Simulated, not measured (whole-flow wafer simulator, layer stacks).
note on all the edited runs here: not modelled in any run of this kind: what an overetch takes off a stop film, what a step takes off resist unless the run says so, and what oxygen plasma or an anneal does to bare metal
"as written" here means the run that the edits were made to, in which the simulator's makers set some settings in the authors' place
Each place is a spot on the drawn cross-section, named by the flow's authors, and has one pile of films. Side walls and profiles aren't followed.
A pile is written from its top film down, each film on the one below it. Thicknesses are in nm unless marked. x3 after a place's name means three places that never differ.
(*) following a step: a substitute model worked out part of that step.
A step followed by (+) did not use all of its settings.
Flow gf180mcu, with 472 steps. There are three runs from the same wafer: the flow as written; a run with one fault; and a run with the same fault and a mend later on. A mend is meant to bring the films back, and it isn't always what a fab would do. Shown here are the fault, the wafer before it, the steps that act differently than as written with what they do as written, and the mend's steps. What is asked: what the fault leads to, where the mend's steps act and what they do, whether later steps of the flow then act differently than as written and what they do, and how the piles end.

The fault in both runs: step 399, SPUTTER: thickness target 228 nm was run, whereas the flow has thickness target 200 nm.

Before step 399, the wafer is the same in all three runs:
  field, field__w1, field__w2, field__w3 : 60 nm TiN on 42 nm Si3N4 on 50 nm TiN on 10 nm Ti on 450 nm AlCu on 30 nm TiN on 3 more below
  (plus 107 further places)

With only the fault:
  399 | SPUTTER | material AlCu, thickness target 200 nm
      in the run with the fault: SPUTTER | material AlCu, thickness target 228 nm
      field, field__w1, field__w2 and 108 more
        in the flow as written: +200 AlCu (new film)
        in the run with the fault: +228 AlCu (new film)
  Later steps of the flow acting differently than as written (4 more steps, not shown, differ only slightly: by at most 2% or 0.5 nm, whichever is larger):
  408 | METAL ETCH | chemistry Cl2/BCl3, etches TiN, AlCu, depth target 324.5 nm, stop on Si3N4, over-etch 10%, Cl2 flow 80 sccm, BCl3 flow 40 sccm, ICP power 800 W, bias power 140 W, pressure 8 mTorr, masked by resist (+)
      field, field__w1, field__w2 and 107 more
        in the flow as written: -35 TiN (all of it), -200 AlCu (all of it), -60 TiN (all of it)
        in the run with the fault: -35 TiN (all of it), -228 AlCu (all of it), -60 TiN (all of it)
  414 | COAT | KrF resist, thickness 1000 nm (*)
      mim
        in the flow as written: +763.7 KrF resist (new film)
        in the run with the fault: +742.5 KrF resist (new film)
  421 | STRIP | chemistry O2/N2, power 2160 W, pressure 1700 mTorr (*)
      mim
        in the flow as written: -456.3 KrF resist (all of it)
        in the run with the fault: -435.4 KrF resist (all of it)
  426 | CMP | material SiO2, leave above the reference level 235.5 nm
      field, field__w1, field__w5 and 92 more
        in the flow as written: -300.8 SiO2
        in the run with the fault: -272.8 SiO2
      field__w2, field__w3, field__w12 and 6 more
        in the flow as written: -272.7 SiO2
        in the run with the fault: -244.7 SiO2
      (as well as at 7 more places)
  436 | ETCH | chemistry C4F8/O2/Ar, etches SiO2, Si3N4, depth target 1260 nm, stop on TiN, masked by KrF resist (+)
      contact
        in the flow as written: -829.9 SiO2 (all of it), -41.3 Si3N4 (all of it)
        in the run with the fault: -857.9 SiO2 (all of it), -41.3 Si3N4 (all of it)
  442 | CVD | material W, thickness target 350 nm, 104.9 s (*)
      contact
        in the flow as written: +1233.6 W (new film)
        in the run with the fault: +1261.8 W (new film)
  At field__w8, contact, m1, m1__w1, mim, m1_nw, the piles at the end differ from the flow's by more than 2% or 0.5 nm, whichever is larger.
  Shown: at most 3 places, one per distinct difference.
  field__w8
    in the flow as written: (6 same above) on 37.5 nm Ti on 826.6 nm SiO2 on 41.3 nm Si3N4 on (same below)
    in the run with the fault: (6 same above) on 37.5 nm Ti on 854.6 nm SiO2 on 41.3 nm Si3N4 on (same below)
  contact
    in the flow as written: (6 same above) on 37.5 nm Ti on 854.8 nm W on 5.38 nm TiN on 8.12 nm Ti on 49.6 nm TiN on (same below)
    in the run with the fault: (6 same above) on 37.5 nm Ti on 883 nm W on 5.29 nm TiN on 7.99 nm Ti on 49.6 nm TiN on (same below)
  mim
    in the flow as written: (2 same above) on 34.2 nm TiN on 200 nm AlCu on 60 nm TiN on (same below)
    in the run with the fault: (2 same above) on 34.2 nm TiN on 228 nm AlCu on 60 nm TiN on (same below)

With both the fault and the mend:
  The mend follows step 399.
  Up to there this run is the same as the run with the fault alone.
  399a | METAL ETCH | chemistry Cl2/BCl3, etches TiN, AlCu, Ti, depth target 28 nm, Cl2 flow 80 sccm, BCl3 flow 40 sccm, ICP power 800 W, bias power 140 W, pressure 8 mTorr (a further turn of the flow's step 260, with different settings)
      field, field__w1, field__w2 and 108 more
        -28 AlCu
  None of the later steps of the flow acts differently than as written at any place that is followed.
  By the end, the piles equal the flow's at every place that both follow.
